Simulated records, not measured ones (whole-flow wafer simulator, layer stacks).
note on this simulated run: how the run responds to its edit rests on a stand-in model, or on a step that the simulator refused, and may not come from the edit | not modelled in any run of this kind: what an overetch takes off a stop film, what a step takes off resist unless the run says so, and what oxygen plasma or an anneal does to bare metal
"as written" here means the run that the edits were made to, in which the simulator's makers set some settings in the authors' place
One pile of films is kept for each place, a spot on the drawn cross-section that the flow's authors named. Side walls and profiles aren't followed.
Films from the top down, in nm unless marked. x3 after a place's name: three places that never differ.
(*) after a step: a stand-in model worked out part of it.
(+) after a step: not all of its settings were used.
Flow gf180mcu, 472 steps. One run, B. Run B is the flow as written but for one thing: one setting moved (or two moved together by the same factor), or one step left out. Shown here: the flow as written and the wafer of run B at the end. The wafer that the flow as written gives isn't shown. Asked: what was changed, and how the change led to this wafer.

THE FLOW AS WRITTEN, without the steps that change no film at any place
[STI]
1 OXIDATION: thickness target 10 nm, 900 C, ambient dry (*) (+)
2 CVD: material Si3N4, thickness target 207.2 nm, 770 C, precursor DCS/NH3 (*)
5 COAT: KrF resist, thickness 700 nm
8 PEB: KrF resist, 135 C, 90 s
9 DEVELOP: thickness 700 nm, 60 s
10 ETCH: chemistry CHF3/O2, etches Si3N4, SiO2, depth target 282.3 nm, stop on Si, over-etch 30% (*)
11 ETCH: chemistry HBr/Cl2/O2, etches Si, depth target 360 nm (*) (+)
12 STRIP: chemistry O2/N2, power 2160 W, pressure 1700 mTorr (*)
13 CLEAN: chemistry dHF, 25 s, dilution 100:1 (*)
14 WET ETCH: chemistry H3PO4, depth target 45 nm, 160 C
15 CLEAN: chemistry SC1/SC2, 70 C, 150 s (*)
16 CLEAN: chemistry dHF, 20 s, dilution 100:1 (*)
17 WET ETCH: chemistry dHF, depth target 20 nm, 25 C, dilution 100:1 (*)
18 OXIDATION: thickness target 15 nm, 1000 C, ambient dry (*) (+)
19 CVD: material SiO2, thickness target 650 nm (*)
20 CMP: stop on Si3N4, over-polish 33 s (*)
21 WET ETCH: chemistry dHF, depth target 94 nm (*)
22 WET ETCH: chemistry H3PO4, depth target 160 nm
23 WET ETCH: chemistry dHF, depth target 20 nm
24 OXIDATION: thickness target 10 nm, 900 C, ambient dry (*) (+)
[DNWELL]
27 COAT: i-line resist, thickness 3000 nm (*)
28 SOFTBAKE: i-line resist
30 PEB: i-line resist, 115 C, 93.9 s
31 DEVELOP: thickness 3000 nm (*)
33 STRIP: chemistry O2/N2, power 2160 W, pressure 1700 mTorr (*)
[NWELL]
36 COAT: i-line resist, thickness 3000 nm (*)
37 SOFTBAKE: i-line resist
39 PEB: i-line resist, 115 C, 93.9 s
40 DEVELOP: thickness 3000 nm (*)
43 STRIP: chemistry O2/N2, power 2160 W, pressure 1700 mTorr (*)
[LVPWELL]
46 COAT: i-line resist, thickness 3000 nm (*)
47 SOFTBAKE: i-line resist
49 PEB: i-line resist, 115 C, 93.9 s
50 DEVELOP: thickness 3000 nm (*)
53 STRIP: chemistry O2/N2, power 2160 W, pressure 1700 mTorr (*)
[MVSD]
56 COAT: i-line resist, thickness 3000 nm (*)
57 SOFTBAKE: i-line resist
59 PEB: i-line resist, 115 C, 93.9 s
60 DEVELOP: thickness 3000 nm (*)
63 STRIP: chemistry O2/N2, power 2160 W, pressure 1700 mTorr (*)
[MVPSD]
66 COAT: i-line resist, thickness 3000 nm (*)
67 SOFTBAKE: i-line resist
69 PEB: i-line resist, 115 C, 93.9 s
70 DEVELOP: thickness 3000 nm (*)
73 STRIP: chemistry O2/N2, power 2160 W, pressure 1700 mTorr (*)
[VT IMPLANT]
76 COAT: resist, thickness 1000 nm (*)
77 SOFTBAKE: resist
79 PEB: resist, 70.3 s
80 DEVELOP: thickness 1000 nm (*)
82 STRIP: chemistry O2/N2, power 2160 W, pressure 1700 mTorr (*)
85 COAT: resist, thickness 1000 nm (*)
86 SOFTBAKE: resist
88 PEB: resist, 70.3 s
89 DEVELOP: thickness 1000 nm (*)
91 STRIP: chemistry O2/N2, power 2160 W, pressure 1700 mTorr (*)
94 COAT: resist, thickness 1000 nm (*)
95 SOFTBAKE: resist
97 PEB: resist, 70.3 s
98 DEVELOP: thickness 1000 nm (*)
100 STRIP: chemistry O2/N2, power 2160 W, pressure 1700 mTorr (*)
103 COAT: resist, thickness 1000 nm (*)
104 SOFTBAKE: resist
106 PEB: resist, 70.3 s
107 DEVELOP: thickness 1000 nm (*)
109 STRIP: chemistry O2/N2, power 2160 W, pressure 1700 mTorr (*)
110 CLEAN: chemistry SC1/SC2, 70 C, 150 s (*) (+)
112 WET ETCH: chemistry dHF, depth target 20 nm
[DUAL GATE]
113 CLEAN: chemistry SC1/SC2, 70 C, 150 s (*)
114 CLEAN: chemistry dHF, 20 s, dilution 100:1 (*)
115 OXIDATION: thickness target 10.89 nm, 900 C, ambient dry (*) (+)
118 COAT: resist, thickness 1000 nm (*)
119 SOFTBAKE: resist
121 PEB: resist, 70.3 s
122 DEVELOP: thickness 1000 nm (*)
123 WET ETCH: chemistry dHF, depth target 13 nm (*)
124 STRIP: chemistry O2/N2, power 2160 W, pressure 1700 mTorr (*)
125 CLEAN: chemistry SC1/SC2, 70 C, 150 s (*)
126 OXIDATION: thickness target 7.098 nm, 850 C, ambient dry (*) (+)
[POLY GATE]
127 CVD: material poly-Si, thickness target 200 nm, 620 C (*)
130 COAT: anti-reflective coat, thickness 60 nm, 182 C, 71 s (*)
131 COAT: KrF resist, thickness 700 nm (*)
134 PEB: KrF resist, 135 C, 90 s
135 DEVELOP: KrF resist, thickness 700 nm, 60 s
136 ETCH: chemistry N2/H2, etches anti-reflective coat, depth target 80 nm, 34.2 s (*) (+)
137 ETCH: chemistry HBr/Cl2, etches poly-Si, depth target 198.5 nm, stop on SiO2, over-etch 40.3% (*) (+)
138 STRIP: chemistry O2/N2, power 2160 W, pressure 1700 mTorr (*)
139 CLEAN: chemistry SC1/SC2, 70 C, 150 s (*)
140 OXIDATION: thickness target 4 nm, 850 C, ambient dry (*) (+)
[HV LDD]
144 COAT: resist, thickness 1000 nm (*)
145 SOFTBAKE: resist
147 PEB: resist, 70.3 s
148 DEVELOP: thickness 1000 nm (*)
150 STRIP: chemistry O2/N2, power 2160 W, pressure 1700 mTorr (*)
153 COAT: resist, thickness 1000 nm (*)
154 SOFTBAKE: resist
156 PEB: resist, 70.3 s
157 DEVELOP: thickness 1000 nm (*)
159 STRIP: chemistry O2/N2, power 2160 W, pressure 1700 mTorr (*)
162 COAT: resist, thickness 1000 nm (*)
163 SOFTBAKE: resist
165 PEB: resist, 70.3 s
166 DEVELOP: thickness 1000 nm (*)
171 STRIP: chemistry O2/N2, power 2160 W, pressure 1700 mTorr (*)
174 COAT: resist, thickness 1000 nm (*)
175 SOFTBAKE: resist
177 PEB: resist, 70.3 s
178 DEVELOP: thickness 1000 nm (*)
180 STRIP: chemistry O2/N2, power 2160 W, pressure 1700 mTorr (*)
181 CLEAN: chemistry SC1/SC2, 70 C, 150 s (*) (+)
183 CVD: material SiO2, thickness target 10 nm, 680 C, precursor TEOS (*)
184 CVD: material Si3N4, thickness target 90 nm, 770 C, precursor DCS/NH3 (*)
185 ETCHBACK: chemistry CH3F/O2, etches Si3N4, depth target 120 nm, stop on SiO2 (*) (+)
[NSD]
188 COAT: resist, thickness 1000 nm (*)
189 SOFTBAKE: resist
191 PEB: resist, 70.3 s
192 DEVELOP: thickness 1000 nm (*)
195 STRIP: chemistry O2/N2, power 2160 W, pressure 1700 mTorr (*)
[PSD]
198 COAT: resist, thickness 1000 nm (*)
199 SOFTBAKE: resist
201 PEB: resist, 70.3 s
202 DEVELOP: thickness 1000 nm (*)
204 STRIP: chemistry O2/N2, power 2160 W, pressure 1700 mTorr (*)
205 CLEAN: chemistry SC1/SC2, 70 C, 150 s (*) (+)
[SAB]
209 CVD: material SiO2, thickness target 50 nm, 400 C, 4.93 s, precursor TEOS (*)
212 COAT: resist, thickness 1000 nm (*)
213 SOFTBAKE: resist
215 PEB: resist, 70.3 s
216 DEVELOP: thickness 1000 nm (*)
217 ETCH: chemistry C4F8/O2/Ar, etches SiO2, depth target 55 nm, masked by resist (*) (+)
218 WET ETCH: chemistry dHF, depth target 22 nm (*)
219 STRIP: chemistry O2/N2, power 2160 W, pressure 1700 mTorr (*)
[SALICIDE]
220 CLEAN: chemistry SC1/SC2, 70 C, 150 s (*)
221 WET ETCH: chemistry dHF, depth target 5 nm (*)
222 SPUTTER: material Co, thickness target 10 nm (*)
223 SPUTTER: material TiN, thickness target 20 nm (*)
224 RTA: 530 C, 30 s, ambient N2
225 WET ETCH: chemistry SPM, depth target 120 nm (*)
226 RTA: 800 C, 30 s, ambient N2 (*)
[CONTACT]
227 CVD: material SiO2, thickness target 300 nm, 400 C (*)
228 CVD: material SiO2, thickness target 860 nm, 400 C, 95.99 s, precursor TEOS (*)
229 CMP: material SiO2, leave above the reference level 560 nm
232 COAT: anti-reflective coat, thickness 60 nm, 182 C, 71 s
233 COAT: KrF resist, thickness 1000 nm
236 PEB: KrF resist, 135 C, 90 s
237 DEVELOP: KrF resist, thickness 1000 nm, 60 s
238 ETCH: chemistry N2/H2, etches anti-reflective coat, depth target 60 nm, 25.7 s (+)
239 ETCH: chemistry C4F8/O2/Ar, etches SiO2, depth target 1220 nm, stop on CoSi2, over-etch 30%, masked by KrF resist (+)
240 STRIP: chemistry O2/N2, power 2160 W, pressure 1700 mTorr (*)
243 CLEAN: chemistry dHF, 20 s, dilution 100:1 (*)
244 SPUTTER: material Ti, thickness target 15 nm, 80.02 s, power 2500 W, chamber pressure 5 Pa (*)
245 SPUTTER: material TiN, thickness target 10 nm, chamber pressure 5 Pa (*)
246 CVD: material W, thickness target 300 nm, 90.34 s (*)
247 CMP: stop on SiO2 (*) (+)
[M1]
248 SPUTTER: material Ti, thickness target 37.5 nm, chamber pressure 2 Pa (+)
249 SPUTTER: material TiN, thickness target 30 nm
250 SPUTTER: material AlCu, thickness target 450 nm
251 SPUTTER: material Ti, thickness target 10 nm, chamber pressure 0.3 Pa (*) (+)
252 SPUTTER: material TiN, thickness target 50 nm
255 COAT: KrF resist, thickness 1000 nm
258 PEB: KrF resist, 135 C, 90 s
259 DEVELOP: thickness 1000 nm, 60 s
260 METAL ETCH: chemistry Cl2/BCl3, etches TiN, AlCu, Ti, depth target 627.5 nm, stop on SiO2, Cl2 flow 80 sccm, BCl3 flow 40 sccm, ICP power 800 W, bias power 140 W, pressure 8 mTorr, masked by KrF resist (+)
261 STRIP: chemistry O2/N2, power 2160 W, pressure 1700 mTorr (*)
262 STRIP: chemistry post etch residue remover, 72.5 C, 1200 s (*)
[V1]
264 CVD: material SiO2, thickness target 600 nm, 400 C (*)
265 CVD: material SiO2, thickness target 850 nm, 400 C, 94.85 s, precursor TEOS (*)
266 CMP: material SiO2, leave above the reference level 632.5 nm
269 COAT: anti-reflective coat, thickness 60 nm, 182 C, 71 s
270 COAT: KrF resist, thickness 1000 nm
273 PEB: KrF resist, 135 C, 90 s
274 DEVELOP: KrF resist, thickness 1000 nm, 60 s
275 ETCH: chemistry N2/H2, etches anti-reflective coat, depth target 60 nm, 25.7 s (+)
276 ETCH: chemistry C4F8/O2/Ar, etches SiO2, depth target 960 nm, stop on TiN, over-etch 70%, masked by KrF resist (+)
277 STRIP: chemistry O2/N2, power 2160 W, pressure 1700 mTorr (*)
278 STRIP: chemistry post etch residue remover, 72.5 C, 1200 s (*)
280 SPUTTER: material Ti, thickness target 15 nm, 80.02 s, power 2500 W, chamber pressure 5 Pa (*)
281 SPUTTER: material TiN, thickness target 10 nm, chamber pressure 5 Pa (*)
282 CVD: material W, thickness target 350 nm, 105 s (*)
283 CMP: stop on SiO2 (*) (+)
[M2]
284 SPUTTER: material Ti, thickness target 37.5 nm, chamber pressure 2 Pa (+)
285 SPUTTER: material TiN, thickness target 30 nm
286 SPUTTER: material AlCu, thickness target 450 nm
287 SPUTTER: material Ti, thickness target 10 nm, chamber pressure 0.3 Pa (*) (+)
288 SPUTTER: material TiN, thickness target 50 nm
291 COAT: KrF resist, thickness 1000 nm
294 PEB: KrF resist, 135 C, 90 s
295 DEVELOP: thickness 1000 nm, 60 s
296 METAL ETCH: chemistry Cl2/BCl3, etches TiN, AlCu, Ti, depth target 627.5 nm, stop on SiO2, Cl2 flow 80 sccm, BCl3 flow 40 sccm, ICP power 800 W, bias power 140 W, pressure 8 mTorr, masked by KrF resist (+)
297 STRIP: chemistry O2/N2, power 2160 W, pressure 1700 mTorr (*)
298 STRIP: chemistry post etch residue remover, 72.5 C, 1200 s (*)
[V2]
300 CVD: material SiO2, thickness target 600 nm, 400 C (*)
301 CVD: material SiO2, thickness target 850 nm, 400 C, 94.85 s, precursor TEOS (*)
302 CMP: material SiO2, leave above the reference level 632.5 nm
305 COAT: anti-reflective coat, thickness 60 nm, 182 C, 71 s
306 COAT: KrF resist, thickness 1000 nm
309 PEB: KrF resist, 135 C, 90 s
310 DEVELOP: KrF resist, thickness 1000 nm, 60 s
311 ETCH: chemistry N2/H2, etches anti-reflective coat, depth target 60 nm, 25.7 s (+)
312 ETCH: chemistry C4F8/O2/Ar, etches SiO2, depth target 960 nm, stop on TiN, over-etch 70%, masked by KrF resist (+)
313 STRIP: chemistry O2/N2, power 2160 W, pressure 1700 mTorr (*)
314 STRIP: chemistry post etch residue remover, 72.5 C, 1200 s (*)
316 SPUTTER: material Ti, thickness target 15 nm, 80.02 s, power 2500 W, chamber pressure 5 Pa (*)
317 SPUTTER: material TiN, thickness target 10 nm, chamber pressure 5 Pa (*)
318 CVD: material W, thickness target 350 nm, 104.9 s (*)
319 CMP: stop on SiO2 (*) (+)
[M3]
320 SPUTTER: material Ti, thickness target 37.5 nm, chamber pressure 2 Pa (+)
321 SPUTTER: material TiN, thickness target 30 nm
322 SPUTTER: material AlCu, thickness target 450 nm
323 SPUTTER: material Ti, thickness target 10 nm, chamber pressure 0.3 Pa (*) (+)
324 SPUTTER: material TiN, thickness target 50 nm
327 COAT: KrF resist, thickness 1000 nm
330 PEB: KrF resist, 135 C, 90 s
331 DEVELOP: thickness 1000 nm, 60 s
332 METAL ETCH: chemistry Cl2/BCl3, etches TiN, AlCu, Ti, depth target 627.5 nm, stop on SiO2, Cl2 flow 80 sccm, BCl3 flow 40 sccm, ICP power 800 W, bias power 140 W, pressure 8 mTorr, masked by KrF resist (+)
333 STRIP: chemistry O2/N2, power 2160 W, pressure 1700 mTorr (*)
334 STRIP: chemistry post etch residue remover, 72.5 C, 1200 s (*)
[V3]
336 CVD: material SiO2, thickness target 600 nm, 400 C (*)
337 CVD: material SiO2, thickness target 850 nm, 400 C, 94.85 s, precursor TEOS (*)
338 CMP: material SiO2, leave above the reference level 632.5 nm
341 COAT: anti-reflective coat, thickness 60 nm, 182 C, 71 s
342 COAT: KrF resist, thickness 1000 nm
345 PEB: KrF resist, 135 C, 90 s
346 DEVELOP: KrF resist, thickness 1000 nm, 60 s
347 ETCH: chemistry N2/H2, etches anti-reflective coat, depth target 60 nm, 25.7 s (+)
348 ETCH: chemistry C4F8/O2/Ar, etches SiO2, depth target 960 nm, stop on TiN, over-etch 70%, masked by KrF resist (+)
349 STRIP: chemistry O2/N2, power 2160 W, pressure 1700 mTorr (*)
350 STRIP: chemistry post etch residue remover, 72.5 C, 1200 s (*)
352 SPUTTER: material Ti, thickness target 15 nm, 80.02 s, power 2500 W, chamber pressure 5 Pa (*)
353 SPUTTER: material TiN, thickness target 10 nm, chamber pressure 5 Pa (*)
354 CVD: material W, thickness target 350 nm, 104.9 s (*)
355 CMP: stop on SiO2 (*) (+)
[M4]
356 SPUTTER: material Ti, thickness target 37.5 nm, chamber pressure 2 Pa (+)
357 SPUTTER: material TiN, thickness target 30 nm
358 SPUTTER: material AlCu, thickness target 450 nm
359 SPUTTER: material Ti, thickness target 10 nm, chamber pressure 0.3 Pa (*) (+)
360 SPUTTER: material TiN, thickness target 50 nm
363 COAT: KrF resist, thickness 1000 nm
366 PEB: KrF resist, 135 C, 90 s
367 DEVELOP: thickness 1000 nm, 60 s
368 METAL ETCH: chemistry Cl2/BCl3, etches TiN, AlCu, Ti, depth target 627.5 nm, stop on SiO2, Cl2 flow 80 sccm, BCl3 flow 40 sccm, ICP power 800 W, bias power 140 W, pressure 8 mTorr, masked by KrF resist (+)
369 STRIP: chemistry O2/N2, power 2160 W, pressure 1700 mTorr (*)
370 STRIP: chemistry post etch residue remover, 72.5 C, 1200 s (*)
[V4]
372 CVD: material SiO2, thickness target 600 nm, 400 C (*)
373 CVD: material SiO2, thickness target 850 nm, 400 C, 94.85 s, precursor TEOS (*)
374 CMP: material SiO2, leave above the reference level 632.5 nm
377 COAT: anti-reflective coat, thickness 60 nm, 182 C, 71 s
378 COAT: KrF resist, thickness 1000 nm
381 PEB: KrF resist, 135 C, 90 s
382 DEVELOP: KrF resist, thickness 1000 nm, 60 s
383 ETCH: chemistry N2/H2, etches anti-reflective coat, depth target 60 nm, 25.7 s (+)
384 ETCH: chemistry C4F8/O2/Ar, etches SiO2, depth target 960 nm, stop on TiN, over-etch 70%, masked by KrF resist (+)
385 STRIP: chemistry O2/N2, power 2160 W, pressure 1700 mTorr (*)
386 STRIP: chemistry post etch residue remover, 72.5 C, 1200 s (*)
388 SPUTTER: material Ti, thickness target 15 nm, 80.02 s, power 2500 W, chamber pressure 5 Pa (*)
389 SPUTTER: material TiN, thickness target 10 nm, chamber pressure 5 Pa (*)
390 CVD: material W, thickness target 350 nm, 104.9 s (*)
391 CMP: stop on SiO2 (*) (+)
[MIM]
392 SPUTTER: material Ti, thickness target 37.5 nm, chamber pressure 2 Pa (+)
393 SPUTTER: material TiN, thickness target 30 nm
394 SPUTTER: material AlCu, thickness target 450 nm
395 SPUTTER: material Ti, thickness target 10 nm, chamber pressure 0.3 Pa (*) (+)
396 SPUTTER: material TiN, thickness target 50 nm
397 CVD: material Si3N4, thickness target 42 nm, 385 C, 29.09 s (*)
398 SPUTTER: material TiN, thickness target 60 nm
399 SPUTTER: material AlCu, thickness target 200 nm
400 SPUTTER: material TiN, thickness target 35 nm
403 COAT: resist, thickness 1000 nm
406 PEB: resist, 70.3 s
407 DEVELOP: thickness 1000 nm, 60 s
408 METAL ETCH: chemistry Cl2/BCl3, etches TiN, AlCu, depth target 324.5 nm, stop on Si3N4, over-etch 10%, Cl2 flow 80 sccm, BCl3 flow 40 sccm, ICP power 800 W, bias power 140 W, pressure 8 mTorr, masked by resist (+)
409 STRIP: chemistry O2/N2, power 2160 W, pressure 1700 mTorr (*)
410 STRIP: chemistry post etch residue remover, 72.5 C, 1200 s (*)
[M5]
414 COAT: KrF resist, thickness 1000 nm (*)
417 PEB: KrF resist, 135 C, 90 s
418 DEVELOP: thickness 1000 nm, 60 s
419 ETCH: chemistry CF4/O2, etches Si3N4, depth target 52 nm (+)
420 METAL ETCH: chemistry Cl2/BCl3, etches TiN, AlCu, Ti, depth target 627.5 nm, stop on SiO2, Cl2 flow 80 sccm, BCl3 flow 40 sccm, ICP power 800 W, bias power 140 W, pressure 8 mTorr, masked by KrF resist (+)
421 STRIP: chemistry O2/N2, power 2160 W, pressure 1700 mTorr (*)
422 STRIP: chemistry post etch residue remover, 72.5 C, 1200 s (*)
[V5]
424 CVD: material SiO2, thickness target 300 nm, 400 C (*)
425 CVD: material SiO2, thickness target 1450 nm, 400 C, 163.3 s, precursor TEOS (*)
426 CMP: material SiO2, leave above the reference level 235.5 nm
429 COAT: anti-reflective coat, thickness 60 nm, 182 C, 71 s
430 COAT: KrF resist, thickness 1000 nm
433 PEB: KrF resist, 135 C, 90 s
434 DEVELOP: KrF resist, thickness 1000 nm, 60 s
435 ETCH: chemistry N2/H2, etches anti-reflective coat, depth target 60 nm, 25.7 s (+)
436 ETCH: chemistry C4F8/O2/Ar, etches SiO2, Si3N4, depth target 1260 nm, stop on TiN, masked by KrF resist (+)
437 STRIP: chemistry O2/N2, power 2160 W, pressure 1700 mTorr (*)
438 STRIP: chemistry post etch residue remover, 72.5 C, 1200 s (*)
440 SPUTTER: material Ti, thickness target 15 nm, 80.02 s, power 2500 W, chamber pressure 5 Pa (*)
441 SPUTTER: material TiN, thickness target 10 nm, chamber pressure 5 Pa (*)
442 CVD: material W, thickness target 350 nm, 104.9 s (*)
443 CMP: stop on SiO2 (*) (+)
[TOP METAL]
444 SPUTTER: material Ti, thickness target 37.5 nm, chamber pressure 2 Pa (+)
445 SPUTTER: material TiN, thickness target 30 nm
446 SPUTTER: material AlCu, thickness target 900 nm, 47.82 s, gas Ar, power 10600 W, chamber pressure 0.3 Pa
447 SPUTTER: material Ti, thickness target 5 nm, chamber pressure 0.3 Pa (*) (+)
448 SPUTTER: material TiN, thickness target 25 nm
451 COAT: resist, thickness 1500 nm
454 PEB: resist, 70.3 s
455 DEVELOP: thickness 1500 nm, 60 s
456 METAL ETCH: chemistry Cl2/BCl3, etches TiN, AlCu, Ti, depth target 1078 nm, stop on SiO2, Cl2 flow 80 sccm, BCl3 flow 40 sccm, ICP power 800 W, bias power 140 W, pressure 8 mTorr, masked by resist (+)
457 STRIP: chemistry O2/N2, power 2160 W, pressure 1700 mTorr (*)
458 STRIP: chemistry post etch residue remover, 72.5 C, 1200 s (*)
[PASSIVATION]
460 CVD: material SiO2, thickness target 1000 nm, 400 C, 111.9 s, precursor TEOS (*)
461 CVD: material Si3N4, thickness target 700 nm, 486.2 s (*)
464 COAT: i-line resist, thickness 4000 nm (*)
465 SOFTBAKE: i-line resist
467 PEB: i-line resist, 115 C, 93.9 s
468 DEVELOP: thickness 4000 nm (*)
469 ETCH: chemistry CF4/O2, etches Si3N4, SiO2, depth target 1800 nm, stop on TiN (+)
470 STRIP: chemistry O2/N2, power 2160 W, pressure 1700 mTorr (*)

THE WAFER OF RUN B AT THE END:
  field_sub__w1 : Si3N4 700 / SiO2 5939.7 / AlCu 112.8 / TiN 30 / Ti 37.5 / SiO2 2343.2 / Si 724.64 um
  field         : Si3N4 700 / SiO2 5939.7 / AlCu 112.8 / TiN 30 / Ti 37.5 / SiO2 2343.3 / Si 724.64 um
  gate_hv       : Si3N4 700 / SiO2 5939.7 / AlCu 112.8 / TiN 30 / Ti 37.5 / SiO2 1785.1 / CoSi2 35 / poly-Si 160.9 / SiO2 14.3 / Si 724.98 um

The cause: step 286, SPUTTER: thickness target 686 nm was run, where the flow has thickness target 450 nm.

How the change led to this, step by step:
  286 SPUTTER: material AlCu, thickness target 450 nm
      field, field__w1, field__w2 and 108 more: AlCu +686 (new film) (as written it would be: AlCu +450 (new film))
  296 METAL ETCH: chemistry Cl2/BCl3, etches TiN, AlCu, Ti, depth target 627.5 nm, stop on SiO2, Cl2 flow 80 sccm, BCl3 flow 40 sccm, ICP power 800 W, bias power 140 W, pressure 8 mTorr, masked by KrF resist (+)
      field, field__w1, field__w2 and 103 more: TiN -50 (all of it), Ti -10 (all of it), AlCu -567.5 (as written it would be: TiN -50 (all of it), Ti -10 (all of it), AlCu -450 (all of it), TiN -30 (all of it), Ti -37.5 (all of it))
  298 STRIP: chemistry post etch residue remover, 72.5 C, 1200 s (*)
      field, field__w1, field__w2 and 103 more: AlCu -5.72 (as written it would be: nothing)
  300 CVD: material SiO2, thickness target 600 nm, 400 C (*)
      field, field__w1, field__w2 and 103 more: SiO2 +600 (new film) (as written it would be: SiO2 +600)
  302 CMP: material SiO2, leave above the reference level 632.5 nm
      field, field__w1, field__w2 and 103 more: SiO2 -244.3 (as written it would be: SiO2 -300)
Counting metal films that touch as one body, field_sub__w1 has 1 body; the flow as written gives 0 bodies.
Counting metal films that touch as one body, field has 1 body; the flow as written gives 0 bodies.
Counting metal films that touch as one body, gate_hv has 2 bodies (between them, from the top down: SiO2 1785.1); the flow as written gives 1 body.
